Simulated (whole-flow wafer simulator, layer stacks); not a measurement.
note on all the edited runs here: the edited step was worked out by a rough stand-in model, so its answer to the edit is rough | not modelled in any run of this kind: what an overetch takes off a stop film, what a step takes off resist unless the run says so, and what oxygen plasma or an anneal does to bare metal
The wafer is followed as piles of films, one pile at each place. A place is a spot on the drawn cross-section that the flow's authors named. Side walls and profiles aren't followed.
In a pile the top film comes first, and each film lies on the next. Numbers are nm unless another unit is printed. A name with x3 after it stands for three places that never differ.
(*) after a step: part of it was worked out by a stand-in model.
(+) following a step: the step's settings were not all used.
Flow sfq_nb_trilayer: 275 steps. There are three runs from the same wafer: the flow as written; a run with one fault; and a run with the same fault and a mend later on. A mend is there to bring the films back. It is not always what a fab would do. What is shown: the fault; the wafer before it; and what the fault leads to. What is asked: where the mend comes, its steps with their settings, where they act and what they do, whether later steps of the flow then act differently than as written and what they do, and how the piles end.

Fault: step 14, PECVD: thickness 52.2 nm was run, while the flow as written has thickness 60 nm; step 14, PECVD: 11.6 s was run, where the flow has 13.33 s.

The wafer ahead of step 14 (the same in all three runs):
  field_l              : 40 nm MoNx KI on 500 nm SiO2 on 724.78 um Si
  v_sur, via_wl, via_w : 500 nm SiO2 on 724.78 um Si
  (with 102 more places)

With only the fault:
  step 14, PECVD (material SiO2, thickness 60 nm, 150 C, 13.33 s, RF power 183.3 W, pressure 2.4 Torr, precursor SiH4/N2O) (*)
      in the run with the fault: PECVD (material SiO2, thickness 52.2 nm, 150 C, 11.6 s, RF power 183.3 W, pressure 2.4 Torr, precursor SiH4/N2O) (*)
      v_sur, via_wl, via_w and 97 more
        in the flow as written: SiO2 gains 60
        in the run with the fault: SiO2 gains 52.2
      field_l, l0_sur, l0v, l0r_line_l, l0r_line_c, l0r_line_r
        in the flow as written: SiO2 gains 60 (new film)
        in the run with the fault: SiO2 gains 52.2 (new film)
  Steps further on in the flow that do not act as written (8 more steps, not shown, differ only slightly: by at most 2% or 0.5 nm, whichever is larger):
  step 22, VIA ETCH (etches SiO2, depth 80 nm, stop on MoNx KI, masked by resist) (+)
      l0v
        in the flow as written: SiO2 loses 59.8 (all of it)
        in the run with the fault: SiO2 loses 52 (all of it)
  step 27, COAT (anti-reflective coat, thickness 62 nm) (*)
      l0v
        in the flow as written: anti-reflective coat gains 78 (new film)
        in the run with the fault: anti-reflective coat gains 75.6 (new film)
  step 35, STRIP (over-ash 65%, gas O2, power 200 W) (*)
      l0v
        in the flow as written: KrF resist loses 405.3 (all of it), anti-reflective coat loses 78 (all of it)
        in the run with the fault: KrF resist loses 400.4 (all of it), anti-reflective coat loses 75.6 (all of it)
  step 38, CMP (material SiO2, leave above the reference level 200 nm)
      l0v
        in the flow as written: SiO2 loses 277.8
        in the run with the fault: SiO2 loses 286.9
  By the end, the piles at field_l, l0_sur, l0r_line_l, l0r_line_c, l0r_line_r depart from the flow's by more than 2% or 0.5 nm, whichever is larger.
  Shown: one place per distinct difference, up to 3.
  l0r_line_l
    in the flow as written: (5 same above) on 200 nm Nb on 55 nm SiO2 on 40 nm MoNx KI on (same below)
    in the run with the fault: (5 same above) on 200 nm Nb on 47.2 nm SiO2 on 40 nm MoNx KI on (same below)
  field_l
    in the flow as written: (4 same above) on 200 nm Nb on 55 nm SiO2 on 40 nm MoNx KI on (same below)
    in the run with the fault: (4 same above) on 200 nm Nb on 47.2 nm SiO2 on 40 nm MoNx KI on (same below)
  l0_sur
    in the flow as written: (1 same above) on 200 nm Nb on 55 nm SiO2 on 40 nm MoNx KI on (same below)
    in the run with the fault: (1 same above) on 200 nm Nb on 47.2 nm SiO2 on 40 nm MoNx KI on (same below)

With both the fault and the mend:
  The mend stands after step 20.
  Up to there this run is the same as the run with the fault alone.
  step 20a, STRIP (over-ash 65%, gas O2, power 200 W) (*)
      p4_fl x3, p4_w1 x9, p4_g1 x2 and 59 more
        KrF resist loses 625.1 (all of it), anti-reflective coat loses 62 (all of it)
      jj_sur, ce_l, c5j, ce_r, sp_r, be_r, r_sur
        KrF resist loses 632 (all of it), anti-reflective coat loses 63.7 (all of it)
      be, moat
        KrF resist loses 632.3 (all of it), anti-reflective coat loses 63.8 (all of it)
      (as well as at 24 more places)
  step 20b, PECVD (material SiO2, thickness 7.8 nm, 150 C, 1.733 s, RF power 183.3 W, pressure 2.4 Torr, precursor SiH4/N2O) (a further turn of the flow's step 14, with different settings)
      field_l, v_sur, via_wl and 103 more
        SiO2 gains 7.8
  step 20c, COAT (anti-reflective coat, thickness 62 nm) (*) (a further turn of the flow's step 15)
      p4_fl x3, p4_w1 x9, p4_g1 x2 and 59 more
        anti-reflective coat gains 62 (new film)
      be_sur, gap, jj_sur and 8 more
        anti-reflective coat gains 63.7 (new film)
      wire, be, moat, field_r, lsp_l
        anti-reflective coat gains 63.8 (new film)
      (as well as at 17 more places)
  step 20d, COAT (KrF resist, thickness 650 nm) (*) (a further turn of the flow's step 16)
      p4_fl x3, p4_w1 x9, p4_g1 x2 and 59 more
        KrF resist gains 650 (new film)
      ce_l, c5j, ce_r, sp_r, be_r
        KrF resist gains 656.9 (new film)
      gap, jj_sur, r_sur, res
        KrF resist gains 657 (new film)
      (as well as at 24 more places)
  step 20e, SOFTBAKE (KrF resist) (a further turn of the flow's step 17)
      does not change any film at any place that is followed
  step 20f, EXPOSE (photomask L0V, dose 12.41 mJ/cm2, NA 0.6, wavelength 248 nm) (*) (a further turn of the flow's step 18)
      does not change any film at any place that is followed
  step 20g, PEB (KrF resist, 90 s) (a further turn of the flow's step 19)
      p4_fl x3, p4_w1 x9, p4_g1 x2 and 59 more
        KrF resist loses 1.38
      via_v, wire, be and 15 more
        KrF resist loses 1.39
      v_sur, via_w, via_wr, via_sp, lsp_m, ln_m6, lsp_r
        KrF resist loses 1.4
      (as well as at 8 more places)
  step 20h, DEVELOP (KrF resist, thickness 650 nm, 60 s) (a further turn of the flow's step 20)
      field_l, v_sur, via_wl and 102 more
        KrF resist loses 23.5
      l0v
        KrF resist loses 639 (all of it)
  None of the later steps of the flow differs from how it acts as written, at any place that is followed, by more than 2% or 0.5 nm, whichever is larger.
  The piles end the same as the flow's at every place that both follow.
